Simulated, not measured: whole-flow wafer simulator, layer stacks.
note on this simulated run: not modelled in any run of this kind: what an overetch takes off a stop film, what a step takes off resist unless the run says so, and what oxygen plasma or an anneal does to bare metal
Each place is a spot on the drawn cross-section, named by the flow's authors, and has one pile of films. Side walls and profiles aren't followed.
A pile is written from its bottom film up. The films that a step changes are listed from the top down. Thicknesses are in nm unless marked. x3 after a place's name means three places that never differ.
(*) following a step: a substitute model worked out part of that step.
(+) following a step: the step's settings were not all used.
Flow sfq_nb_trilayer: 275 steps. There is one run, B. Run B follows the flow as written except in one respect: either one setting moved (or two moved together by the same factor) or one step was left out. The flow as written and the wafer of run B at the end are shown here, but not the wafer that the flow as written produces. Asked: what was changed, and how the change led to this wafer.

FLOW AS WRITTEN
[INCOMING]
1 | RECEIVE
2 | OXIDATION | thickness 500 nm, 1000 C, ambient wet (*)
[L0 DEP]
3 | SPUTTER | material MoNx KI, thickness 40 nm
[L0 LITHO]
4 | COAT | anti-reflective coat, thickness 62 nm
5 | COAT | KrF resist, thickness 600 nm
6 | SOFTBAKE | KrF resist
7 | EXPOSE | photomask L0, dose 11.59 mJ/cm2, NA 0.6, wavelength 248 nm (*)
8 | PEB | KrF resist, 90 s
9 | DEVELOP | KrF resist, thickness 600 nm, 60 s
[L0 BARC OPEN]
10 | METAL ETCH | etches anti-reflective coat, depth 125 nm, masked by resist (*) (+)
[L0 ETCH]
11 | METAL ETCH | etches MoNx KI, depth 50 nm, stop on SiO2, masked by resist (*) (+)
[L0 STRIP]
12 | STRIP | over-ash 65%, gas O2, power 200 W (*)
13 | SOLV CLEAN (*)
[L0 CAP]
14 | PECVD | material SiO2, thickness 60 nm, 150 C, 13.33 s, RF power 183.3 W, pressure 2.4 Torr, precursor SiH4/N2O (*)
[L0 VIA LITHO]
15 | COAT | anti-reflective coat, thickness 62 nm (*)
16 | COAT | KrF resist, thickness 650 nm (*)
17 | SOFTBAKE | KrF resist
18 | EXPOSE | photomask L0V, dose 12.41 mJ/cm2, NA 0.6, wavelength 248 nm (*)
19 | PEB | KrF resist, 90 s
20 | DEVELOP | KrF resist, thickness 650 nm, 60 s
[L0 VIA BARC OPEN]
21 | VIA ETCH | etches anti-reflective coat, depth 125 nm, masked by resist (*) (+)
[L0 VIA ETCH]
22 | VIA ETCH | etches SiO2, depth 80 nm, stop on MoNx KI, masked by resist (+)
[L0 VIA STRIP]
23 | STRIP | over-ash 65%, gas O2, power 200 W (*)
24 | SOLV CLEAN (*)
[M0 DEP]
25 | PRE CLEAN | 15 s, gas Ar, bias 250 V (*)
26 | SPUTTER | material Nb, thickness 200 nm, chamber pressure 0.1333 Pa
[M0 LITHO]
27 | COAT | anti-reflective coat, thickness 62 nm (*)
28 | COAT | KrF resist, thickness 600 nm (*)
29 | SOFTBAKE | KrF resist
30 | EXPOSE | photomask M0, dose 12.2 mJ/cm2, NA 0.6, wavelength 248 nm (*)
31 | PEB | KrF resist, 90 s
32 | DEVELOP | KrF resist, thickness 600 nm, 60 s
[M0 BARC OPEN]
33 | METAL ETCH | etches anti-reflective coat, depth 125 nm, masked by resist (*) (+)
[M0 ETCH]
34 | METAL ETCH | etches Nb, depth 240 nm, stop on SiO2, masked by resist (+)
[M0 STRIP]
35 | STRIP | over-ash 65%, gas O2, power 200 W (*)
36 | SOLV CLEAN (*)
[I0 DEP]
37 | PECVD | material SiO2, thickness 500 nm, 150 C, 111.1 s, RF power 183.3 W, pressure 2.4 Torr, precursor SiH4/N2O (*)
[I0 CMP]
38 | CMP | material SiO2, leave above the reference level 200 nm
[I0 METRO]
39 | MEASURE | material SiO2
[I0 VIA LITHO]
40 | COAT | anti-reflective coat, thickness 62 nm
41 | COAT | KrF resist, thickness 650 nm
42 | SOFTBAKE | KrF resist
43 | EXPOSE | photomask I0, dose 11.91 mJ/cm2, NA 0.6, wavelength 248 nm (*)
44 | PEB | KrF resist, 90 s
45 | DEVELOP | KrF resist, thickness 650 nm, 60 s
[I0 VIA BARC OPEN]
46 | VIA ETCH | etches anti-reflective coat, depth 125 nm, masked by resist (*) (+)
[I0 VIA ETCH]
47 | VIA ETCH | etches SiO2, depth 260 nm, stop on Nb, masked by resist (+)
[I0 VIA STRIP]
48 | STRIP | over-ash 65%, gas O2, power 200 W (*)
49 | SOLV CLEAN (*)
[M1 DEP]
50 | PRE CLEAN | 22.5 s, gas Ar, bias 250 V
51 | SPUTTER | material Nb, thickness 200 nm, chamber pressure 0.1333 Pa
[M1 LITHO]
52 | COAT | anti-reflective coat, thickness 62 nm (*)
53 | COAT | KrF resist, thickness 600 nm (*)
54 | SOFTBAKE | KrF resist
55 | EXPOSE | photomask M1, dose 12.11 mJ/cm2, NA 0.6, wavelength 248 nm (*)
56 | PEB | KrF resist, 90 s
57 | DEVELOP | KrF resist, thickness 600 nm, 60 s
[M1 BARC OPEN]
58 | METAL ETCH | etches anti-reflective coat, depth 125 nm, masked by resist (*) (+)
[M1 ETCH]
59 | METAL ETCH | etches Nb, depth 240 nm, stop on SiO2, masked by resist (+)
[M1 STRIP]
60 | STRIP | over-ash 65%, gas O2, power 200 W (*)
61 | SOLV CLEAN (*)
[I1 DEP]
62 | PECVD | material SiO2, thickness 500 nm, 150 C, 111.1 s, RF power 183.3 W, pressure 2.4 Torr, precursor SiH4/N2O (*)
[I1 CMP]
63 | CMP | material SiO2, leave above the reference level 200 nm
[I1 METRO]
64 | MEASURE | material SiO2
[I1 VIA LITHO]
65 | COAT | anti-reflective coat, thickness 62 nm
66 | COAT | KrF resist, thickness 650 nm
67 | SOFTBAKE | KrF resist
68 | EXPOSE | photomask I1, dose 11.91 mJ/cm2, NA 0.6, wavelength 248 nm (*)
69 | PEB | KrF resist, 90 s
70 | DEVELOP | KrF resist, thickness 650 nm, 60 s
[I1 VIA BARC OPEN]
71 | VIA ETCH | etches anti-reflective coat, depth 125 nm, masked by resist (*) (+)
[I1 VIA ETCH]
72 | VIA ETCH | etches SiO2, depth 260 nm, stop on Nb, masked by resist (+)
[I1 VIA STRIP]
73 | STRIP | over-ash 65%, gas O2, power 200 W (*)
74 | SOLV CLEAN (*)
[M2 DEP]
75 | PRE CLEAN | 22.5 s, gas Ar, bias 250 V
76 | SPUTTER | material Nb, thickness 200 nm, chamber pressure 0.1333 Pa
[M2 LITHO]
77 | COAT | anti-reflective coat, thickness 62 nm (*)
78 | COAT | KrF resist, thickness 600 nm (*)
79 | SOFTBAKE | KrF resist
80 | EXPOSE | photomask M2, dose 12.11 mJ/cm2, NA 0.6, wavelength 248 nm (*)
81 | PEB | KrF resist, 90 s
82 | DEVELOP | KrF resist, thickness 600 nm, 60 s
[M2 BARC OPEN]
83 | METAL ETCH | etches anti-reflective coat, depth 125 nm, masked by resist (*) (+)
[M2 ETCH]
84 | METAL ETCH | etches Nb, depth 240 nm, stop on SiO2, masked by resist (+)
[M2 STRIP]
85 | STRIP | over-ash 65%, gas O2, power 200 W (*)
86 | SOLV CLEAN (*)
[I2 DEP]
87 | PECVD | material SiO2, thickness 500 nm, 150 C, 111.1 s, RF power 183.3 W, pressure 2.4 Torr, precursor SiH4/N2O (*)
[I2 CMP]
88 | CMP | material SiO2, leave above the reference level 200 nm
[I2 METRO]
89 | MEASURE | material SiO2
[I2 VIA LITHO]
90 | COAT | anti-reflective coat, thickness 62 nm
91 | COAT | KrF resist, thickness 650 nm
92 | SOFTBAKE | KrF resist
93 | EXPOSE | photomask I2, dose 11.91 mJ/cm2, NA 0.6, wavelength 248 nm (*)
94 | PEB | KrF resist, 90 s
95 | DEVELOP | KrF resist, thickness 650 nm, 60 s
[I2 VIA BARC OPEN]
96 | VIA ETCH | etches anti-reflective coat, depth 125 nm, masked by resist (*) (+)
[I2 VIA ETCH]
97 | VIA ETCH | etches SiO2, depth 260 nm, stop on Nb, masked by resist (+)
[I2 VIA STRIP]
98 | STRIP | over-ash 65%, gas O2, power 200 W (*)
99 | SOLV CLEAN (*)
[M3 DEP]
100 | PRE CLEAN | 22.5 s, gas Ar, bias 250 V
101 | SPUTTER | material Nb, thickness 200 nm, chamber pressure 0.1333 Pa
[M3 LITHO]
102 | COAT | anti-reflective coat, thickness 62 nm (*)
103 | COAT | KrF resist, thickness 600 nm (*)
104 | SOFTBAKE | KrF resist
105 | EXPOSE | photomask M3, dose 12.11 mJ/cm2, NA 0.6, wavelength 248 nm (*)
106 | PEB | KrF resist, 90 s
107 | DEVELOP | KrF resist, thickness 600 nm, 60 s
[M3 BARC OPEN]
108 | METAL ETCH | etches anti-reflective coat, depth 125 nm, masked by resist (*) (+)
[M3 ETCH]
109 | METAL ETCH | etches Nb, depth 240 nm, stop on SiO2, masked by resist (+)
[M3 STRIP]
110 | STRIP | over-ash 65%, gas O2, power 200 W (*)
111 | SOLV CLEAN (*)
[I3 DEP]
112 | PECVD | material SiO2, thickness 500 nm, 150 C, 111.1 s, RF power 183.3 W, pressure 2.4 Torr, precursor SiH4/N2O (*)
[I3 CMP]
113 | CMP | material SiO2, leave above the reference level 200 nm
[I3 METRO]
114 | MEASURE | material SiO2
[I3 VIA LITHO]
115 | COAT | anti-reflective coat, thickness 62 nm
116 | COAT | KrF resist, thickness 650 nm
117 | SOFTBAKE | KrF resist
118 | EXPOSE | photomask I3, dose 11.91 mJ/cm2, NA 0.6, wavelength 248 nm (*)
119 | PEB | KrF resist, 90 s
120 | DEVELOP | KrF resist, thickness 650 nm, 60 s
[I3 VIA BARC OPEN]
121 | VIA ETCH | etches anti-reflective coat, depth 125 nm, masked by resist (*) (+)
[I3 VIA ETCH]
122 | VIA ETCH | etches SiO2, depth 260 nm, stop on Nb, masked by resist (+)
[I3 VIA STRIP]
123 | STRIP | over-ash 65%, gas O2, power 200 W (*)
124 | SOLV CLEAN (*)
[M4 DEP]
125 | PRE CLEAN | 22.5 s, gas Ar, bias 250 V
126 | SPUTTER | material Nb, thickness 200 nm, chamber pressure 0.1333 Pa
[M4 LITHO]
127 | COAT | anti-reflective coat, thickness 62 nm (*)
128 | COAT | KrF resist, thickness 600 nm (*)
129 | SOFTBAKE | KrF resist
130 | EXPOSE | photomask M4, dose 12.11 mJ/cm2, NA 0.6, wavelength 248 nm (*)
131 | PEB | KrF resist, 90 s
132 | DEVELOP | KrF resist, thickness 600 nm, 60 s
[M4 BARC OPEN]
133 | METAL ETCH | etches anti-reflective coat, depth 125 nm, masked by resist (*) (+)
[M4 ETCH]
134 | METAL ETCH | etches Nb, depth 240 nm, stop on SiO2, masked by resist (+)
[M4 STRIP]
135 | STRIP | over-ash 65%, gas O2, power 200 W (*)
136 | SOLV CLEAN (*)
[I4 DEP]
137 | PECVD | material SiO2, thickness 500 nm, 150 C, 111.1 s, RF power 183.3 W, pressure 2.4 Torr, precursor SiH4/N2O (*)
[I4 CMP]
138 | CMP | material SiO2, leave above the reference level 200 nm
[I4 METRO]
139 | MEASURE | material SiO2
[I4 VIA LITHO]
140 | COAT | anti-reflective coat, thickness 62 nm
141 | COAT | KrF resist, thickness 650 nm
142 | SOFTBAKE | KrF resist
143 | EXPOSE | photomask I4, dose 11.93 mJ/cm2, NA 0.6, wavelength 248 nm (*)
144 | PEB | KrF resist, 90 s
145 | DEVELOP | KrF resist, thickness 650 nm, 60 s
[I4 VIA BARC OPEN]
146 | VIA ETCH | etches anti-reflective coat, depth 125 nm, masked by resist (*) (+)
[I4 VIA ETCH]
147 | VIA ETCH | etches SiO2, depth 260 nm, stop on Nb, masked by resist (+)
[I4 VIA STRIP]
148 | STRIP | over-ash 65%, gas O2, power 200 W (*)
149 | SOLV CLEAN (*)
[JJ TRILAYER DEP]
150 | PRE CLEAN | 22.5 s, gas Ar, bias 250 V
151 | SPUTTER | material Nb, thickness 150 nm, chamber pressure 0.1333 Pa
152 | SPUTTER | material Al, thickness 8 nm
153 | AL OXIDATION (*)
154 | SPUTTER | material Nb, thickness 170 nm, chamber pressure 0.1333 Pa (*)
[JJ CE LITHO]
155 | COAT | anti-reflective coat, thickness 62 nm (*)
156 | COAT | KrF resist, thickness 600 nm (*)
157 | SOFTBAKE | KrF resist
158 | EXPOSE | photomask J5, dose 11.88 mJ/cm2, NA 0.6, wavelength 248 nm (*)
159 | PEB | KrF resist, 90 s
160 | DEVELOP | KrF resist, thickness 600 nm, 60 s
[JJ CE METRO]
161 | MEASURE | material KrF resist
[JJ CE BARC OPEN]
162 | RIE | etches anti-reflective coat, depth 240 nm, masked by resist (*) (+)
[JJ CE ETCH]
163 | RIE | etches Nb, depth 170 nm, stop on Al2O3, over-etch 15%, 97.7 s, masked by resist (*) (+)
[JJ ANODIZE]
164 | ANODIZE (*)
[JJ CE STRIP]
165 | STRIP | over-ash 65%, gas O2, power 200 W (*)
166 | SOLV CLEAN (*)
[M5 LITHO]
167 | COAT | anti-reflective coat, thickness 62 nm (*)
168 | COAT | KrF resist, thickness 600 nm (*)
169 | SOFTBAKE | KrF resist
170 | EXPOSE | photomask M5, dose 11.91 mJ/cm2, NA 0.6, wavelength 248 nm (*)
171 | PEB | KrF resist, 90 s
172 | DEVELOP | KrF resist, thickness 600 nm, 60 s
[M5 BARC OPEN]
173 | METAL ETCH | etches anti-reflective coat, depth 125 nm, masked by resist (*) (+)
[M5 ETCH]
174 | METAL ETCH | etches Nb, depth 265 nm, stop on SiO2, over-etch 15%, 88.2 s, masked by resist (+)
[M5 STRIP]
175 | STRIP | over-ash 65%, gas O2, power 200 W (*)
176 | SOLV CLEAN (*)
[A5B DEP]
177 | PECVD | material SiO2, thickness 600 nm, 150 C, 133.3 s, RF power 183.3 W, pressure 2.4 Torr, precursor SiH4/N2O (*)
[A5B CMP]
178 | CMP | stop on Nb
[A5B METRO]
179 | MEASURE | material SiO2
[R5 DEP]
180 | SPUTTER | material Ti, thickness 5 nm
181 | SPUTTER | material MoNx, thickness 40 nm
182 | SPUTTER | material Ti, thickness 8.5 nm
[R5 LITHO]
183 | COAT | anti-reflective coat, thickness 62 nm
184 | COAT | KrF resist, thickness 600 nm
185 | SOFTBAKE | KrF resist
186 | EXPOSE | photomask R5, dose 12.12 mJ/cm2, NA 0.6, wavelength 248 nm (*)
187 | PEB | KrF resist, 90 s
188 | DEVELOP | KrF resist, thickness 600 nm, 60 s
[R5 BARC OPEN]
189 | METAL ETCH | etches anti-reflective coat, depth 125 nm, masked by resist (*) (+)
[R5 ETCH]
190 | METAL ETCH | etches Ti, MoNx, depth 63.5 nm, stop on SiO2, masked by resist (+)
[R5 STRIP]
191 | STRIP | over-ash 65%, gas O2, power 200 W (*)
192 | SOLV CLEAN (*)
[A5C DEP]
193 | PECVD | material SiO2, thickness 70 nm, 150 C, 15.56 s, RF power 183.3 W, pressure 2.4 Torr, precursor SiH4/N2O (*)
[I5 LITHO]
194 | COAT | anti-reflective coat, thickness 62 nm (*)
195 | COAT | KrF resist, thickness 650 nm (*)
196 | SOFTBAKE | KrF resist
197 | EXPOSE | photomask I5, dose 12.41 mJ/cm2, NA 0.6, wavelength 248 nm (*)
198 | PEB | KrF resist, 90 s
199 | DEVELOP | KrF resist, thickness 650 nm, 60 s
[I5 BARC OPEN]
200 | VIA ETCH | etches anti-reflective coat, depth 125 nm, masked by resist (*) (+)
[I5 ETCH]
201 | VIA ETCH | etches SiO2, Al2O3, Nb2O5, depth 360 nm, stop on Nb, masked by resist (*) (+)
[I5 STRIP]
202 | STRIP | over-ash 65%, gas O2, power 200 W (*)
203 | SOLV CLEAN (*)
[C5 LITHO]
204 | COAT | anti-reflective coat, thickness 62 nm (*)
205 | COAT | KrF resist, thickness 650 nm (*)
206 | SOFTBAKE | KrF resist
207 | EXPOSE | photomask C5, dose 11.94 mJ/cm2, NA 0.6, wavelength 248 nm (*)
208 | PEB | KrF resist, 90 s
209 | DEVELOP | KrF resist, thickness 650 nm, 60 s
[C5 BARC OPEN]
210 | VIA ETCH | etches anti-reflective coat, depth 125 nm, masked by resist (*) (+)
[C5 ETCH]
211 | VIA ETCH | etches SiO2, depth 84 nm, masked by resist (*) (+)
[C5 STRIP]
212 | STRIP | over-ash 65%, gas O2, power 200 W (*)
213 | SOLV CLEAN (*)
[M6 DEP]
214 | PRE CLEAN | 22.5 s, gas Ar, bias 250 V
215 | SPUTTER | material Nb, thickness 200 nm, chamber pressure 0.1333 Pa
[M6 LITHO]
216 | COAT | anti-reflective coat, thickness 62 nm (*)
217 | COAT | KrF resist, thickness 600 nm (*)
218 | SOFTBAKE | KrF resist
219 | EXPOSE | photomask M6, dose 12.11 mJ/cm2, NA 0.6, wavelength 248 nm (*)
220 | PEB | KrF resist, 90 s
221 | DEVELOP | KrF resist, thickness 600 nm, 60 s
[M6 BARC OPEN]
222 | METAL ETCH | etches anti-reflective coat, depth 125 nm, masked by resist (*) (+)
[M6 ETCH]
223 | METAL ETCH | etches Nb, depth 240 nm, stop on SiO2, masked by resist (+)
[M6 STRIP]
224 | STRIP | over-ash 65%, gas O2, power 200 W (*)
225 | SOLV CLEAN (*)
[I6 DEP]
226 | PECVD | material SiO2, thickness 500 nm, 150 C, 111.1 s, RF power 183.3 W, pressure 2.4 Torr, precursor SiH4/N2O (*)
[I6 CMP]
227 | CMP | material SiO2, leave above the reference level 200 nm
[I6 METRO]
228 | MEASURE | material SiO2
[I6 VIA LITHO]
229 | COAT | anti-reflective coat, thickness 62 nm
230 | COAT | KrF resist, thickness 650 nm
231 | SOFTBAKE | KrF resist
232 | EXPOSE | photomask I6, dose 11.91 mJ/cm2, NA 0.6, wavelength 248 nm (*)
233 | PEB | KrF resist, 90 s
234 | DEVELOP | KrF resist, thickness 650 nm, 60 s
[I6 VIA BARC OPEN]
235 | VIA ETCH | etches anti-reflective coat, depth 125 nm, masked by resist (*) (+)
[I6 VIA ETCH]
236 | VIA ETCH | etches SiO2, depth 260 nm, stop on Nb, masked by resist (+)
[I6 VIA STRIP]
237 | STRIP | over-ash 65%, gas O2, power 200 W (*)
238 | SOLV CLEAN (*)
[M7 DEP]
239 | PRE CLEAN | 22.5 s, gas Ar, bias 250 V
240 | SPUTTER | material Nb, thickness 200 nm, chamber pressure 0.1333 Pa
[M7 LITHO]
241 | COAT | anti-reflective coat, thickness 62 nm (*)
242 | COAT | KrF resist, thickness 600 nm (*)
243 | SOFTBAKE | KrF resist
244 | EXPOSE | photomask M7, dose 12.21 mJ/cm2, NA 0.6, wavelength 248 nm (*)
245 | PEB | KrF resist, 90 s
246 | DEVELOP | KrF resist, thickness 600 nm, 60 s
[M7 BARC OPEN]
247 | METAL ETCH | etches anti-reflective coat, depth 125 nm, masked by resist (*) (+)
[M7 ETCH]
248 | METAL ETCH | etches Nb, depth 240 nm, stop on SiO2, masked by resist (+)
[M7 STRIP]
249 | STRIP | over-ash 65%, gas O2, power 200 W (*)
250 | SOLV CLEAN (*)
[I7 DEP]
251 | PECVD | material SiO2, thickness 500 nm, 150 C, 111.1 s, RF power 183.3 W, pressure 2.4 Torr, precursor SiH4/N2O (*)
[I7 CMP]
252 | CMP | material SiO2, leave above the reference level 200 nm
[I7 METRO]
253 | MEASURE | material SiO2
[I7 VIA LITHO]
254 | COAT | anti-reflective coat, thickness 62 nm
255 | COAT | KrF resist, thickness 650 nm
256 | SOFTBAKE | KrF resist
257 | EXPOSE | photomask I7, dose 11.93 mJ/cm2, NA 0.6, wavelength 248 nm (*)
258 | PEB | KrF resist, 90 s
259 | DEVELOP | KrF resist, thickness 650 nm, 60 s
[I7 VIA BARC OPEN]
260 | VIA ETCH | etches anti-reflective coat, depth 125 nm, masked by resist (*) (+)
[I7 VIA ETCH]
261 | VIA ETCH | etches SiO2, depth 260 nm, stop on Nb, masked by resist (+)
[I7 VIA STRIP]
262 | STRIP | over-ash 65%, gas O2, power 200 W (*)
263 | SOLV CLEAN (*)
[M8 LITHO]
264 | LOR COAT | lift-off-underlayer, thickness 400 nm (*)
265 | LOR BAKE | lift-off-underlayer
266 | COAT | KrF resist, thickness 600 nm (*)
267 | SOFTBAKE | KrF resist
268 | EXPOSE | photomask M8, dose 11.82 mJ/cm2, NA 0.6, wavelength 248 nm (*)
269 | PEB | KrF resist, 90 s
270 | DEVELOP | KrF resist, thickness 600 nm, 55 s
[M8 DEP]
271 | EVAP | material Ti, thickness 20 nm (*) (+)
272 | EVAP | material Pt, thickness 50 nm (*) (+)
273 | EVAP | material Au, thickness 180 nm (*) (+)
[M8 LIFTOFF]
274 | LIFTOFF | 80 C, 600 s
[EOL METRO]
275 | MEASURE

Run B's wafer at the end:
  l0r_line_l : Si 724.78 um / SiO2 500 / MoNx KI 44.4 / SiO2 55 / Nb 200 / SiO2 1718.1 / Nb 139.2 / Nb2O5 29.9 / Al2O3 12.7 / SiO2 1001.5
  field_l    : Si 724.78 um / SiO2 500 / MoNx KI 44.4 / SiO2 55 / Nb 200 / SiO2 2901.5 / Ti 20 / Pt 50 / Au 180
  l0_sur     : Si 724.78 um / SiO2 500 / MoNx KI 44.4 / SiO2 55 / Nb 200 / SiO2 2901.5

The reason: step 3, SPUTTER: thickness 44.4 nm was run, whereas the flow has thickness 40 nm.
The wafer lets one read it off: l0r_line_l has MoNx KI 44.4, and step 3 as written asks for 40 nm.

The path from the change to this, step by step:
  3 | SPUTTER | material MoNx KI, thickness 40 nm
      field_l, v_sur, via_wl and 103 more: +44.4 MoNx KI (new film) (in the flow as written it would be: +40 MoNx KI (new film))
  11 | METAL ETCH | etches MoNx KI, depth 50 nm, stop on SiO2, masked by resist (*) (+)
      v_sur, via_wl, via_w and 97 more: -44.4 MoNx KI (all of it) (in the flow as written it would be: -40 MoNx KI (all of it))
  15 | COAT | anti-reflective coat, thickness 62 nm (*)
      l0r_space_c: +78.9 anti-reflective coat (new film) (in the flow as written it would be: +77.2 anti-reflective coat (new film))
  23 | STRIP | over-ash 65%, gas O2, power 200 W (*)
      l0r_space_c: -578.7 KrF resist (all of it), -78.9 anti-reflective coat (all of it) (in the flow as written it would be: -576.8 KrF resist (all of it), -77.2 anti-reflective coat (all of it))
  27 | COAT | anti-reflective coat, thickness 62 nm (*)
      l0r_space_c: +79.7 anti-reflective coat (new film) (in the flow as written it would be: +78 anti-reflective coat (new film))
  35 | STRIP | over-ash 65%, gas O2, power 200 W (*)
      l0r_space_c: -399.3 KrF resist (all of it), -79.7 anti-reflective coat (all of it) (in the flow as written it would be: -397.6 KrF resist (all of it), -78 anti-reflective coat (all of it))
